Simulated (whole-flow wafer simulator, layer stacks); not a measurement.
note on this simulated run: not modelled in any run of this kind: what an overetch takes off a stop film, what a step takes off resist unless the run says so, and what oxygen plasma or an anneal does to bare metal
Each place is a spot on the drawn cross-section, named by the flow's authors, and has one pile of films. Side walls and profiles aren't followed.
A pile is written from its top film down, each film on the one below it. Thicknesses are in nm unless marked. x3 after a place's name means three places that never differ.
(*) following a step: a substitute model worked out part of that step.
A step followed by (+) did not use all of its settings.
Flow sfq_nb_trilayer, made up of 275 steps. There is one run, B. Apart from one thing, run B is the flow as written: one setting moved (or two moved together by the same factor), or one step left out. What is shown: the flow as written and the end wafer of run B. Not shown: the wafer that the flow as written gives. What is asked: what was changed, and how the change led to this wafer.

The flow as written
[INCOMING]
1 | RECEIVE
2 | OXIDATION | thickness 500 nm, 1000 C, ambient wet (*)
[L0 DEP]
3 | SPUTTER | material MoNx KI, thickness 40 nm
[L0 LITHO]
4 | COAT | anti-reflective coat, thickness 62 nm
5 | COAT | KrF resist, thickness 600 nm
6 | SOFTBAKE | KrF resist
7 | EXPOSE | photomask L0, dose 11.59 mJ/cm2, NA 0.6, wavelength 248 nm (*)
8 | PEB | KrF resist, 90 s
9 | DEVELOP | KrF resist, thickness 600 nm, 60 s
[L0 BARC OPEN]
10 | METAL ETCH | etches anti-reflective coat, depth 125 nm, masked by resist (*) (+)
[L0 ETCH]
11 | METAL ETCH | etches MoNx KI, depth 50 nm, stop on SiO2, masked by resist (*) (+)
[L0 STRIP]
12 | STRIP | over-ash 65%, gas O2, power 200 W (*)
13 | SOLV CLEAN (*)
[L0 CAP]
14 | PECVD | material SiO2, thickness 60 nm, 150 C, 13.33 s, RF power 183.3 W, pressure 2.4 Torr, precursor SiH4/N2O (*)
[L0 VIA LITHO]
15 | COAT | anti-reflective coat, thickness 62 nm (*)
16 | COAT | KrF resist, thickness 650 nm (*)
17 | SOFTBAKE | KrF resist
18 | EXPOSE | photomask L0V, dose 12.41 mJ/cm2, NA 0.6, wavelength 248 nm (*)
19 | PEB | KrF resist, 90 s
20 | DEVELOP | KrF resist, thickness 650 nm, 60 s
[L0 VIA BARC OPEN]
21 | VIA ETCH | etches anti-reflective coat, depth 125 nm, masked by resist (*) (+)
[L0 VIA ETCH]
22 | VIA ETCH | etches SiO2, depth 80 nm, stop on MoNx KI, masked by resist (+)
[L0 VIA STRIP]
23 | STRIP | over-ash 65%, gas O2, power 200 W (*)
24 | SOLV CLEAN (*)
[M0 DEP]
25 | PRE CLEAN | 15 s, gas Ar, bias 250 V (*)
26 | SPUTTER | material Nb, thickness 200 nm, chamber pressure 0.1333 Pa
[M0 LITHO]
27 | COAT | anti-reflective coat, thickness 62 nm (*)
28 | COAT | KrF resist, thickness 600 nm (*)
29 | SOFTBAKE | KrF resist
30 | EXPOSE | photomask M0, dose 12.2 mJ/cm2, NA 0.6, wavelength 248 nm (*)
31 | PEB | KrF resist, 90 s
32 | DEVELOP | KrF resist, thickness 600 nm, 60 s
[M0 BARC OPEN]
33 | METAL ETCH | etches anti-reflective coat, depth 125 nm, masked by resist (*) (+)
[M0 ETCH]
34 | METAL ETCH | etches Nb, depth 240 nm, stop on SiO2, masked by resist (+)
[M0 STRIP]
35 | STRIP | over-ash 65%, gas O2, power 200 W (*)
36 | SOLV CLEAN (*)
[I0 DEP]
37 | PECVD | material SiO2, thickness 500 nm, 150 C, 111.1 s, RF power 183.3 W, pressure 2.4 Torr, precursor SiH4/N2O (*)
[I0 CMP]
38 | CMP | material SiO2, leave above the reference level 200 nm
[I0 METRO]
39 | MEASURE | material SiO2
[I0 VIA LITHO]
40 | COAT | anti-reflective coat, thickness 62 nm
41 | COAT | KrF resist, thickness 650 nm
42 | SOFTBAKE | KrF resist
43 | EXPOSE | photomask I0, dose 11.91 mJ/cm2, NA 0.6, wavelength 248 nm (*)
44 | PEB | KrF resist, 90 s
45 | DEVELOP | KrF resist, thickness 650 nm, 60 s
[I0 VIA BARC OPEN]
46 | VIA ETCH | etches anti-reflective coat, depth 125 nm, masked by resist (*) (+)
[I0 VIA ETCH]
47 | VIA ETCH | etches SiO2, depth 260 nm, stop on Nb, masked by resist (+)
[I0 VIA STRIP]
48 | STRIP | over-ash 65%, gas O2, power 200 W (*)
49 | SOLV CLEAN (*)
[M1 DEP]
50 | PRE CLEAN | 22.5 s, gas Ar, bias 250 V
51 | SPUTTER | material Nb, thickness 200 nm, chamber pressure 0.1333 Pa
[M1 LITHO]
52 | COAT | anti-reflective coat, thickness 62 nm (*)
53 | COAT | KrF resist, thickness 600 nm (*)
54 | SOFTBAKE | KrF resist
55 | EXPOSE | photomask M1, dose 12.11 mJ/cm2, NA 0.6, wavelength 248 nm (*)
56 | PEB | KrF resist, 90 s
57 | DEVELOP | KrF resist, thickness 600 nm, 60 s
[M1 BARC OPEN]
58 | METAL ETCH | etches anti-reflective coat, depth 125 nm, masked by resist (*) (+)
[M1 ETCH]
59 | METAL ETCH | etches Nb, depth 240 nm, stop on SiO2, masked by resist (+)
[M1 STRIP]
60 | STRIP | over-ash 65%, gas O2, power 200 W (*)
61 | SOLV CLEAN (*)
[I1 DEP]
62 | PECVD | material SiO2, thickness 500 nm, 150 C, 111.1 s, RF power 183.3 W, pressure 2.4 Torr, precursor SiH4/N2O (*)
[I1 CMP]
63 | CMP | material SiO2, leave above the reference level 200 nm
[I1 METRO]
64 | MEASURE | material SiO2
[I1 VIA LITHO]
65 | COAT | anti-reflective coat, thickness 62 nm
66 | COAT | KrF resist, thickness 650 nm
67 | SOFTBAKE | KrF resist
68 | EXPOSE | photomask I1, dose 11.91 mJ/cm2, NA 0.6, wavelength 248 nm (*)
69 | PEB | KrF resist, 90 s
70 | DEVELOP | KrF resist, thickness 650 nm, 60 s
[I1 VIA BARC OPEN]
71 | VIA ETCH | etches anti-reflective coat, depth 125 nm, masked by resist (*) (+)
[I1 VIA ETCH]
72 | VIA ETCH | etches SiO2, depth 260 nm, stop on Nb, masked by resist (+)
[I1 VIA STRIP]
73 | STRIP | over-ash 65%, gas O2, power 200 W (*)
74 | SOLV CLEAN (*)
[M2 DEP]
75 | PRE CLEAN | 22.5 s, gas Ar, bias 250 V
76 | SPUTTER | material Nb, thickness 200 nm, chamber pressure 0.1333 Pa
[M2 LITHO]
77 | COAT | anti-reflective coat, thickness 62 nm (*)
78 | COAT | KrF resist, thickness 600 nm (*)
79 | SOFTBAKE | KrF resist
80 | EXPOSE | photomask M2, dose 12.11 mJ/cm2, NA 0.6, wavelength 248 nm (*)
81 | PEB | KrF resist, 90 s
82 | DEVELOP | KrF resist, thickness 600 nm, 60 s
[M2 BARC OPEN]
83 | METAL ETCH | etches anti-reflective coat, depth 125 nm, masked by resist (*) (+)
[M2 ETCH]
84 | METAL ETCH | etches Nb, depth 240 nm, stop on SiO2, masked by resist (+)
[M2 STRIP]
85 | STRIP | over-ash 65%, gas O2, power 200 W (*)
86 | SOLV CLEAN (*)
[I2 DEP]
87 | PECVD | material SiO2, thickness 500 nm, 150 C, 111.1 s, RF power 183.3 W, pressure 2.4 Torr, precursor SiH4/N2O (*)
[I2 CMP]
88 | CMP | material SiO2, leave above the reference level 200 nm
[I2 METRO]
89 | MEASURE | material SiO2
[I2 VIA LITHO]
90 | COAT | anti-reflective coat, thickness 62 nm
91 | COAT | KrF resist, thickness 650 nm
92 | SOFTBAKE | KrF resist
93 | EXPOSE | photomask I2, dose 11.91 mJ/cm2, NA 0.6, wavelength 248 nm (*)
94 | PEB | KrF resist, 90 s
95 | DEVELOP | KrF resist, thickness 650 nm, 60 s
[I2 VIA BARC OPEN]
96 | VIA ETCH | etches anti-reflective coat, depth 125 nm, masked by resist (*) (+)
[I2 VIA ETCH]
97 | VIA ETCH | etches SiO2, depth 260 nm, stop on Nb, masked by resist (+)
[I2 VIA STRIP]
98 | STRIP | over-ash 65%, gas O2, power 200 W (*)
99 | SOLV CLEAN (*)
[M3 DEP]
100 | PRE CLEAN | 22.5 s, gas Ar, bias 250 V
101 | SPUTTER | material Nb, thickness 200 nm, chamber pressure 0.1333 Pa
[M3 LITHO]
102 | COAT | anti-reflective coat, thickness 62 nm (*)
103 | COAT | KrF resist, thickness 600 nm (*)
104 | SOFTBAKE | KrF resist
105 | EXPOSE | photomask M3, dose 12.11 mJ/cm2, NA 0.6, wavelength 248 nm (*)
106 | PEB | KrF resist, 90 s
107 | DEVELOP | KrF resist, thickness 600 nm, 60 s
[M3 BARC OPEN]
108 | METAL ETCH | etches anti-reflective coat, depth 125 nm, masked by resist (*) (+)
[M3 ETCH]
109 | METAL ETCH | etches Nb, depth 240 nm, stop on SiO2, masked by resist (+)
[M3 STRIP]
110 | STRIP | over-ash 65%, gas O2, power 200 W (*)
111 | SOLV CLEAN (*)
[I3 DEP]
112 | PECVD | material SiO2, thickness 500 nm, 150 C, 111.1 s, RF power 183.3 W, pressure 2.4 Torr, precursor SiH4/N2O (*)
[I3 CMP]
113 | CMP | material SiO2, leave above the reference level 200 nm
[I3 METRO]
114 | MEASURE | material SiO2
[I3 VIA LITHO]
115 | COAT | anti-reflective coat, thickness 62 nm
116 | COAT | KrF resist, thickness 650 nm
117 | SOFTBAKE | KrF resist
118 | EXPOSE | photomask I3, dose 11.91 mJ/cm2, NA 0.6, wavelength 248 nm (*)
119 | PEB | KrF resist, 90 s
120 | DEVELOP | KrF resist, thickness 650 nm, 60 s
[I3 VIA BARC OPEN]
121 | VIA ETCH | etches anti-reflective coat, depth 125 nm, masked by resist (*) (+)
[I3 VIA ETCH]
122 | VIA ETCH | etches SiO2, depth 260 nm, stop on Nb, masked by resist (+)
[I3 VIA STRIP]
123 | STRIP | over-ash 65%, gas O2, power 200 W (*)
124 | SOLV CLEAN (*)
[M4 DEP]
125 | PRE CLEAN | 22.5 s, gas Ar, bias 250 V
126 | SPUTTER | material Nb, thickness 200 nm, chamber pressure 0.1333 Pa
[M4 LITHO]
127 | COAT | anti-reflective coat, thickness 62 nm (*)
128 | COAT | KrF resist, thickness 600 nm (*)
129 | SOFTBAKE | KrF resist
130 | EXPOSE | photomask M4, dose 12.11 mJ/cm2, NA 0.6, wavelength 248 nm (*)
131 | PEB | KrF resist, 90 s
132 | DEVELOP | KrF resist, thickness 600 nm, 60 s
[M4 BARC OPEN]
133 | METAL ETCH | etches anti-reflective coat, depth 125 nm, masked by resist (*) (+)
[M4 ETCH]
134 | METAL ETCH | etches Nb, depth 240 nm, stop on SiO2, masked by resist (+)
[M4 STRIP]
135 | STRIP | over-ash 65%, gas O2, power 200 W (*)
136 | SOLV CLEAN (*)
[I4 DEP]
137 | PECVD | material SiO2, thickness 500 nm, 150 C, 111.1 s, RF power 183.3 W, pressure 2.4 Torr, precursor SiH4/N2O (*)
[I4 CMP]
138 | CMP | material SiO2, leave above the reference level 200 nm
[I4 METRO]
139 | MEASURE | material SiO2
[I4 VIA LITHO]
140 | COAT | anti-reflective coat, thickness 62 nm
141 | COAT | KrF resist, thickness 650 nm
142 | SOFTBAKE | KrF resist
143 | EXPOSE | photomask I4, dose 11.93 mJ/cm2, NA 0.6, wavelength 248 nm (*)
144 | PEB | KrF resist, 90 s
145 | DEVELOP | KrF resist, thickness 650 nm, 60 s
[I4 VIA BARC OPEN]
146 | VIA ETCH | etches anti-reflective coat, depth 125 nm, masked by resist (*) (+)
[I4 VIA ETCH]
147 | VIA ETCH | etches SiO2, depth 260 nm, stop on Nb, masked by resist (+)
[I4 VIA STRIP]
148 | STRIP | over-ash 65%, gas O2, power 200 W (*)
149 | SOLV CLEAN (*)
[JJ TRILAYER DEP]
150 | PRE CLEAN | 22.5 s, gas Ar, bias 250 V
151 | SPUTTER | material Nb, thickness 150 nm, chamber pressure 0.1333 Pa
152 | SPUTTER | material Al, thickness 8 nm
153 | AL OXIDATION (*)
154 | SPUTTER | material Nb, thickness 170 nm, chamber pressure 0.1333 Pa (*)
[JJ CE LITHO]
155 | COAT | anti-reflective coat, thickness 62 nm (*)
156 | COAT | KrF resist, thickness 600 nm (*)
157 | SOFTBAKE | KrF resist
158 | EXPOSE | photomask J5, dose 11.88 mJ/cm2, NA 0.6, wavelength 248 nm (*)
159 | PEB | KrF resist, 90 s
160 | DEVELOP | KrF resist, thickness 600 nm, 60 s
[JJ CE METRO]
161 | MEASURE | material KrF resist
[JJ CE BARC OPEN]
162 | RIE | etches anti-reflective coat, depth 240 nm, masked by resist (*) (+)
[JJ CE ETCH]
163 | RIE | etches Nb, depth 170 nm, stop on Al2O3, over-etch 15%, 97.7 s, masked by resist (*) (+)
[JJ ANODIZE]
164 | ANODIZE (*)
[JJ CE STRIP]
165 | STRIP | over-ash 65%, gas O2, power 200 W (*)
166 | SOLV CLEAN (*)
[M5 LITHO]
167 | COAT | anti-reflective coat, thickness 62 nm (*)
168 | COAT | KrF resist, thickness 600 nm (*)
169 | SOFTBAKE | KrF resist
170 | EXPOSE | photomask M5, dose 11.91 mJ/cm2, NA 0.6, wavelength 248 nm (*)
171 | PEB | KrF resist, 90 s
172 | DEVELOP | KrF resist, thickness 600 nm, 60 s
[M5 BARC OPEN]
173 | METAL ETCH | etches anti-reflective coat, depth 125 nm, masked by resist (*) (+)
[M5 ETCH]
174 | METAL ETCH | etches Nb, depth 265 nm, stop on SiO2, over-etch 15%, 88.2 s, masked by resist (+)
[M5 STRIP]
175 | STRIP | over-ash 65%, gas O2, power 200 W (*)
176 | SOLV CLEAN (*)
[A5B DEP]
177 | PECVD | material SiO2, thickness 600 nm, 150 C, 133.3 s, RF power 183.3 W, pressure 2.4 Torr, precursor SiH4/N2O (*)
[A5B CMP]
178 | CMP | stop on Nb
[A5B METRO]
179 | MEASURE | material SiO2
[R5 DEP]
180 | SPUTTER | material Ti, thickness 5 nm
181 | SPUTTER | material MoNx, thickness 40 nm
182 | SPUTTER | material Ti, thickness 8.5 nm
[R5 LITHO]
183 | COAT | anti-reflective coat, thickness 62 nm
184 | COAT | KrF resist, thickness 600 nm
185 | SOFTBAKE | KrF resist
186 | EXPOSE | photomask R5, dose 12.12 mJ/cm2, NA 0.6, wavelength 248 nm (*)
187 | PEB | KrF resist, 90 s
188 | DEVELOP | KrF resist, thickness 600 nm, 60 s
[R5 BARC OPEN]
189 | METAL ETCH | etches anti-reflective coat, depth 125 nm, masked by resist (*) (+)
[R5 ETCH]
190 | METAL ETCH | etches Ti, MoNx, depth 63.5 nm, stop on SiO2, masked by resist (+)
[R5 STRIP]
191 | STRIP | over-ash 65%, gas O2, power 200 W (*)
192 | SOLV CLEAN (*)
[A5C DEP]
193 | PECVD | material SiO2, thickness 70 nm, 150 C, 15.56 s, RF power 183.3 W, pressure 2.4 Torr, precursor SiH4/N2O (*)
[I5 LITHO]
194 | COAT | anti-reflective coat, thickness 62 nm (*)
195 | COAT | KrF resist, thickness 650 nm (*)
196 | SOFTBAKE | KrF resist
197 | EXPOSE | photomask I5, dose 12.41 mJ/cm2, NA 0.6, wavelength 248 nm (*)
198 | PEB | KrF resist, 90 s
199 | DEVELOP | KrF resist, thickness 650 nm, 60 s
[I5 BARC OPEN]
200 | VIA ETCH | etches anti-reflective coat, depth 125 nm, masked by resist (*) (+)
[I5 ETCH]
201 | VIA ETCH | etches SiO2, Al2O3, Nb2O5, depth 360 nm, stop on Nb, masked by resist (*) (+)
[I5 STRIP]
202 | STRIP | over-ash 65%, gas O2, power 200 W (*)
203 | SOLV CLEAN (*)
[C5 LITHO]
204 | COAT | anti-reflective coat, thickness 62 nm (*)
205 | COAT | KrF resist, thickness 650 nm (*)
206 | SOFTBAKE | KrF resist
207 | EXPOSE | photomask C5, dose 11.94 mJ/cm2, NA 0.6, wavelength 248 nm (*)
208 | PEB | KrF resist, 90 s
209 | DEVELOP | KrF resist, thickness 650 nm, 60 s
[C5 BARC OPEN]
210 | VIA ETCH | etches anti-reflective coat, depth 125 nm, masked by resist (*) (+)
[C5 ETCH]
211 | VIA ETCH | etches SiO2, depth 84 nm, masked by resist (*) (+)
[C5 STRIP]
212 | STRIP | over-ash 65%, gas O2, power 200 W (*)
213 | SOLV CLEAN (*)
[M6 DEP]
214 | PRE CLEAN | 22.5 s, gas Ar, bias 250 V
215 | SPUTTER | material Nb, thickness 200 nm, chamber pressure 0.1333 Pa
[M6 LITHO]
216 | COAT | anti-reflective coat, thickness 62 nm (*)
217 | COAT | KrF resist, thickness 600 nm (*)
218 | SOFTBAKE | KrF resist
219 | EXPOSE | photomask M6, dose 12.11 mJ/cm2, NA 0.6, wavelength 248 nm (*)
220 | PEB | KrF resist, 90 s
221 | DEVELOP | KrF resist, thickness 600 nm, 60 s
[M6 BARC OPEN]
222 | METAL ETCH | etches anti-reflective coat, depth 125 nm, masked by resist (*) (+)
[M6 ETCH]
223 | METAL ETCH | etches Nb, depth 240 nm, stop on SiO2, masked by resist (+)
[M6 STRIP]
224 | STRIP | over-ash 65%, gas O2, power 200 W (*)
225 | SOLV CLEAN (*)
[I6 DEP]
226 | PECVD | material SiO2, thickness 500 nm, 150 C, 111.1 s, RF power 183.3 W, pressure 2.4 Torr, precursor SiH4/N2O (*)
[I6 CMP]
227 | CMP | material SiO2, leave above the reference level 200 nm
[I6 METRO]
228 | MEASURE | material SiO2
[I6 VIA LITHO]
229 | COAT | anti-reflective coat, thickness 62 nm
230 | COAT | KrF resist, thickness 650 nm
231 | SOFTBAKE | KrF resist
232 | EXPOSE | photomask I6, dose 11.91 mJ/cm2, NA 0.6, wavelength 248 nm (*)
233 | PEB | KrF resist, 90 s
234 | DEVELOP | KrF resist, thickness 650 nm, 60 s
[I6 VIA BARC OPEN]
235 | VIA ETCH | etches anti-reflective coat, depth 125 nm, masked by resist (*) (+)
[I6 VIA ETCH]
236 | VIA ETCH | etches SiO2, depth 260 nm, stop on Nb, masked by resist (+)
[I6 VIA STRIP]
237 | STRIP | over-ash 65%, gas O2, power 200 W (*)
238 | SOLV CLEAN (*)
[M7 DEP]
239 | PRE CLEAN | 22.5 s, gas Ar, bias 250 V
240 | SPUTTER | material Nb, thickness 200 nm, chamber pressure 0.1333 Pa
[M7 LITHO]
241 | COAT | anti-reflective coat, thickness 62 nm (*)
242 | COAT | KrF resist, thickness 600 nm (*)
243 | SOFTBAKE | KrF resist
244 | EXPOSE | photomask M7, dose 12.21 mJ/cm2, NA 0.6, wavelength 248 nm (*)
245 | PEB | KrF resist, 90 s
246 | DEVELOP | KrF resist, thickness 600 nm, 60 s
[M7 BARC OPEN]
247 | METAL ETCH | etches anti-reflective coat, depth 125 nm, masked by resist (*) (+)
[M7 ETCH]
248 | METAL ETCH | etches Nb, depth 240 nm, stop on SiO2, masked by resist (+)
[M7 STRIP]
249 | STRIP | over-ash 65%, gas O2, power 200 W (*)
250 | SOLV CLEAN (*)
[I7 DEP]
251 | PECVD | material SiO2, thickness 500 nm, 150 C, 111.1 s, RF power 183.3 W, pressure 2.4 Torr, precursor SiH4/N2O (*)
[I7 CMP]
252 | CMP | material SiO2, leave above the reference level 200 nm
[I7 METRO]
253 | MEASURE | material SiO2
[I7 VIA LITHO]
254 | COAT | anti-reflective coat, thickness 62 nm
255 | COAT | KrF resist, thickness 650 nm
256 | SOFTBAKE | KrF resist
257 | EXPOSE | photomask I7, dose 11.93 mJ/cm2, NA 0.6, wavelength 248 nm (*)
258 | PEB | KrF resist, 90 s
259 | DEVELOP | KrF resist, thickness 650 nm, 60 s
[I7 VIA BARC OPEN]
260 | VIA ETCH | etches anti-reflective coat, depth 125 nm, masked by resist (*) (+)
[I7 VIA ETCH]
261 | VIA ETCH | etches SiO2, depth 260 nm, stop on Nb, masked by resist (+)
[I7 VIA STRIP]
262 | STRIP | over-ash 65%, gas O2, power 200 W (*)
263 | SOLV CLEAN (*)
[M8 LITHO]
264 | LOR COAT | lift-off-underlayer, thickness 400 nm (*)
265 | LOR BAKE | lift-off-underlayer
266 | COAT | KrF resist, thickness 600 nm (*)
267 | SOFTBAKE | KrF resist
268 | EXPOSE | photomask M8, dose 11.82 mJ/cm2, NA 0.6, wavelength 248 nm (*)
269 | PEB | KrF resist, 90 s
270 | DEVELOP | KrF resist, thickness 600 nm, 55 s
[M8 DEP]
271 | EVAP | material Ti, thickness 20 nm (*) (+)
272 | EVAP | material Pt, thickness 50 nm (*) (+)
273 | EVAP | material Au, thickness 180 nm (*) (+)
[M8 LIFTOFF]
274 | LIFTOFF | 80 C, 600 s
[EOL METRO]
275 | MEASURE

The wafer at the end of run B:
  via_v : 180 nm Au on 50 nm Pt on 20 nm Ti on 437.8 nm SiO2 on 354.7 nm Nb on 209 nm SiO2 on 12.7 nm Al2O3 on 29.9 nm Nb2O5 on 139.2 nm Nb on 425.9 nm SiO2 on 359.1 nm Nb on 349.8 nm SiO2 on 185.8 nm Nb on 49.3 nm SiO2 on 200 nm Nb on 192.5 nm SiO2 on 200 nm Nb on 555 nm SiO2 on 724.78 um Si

Cause: step 72, VIA ETCH: depth 143 nm was run, whereas the flow has depth 260 nm.

The path from the change to this, step by step:
  72 | VIA ETCH | etches SiO2, depth 260 nm, stop on Nb, masked by resist (+)
      via_v: -143 SiO2 (in the flow as written it would be: -199.8 SiO2 (all of it))
      field_l, v_sur, via_wl and 102 more: -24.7 KrF resist (in the flow as written it would be: -44.8 KrF resist)
  73 | STRIP | over-ash 65%, gas O2, power 200 W (*)
      field_l, v_sur, via_wl and 102 more: -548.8 KrF resist (all of it), -62 anti-reflective coat (all of it) (in the flow as written it would be: -528.6 KrF resist (all of it), -62 anti-reflective coat (all of it))
  75 | PRE CLEAN | 22.5 s, gas Ar, bias 250 V
      via_v: -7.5 SiO2 (in the flow as written it would be: -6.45 Nb)
  76 | SPUTTER | material Nb, thickness 200 nm, chamber pressure 0.1333 Pa
      via_v: +185.8 Nb (new film) (in the flow as written it would be: +174.5 Nb)
  77 | COAT | anti-reflective coat, thickness 62 nm (*)
      via_v: +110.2 anti-reflective coat (new film) (in the flow as written it would be: +123.1 anti-reflective coat (new film))
  78 | COAT | KrF resist, thickness 600 nm (*)
      via_v: +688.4 KrF resist (new film) (in the flow as written it would be: +733.7 KrF resist (new film))
  85 | STRIP | over-ash 65%, gas O2, power 200 W (*)
      via_v: -470.6 KrF resist (all of it), -110.2 anti-reflective coat (all of it) (in the flow as written it would be: -515.8 KrF resist (all of it), -123.1 anti-reflective coat (all of it))
  87 | PECVD | material SiO2, thickness 500 nm, 150 C, 111.1 s, RF power 183.3 W, pressure 2.4 Torr, precursor SiH4/N2O (*)
      via_v: +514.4 SiO2 (new film) (in the flow as written it would be: +606 SiO2 (new film))
  88 | CMP | material SiO2, leave above the reference level 200 nm
      via_v: -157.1 SiO2 (in the flow as written it would be: -181.6 SiO2)
With metal films that touch counted as one body, via_v has 7 bodies (between them, from the top down: SiO2 437.8; SiO2 209 / Al2O3 12.7 / Nb2O5 29.9; SiO2 425.9; SiO2 349.8; SiO2 49.3; SiO2 192.5); the flow as written gives 6 bodies (between them, from the top down: SiO2 437.8; SiO2 209 / Al2O3 12.7 / Nb2O5 29.9; SiO2 425.9; SiO2 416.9; SiO2 192.5).
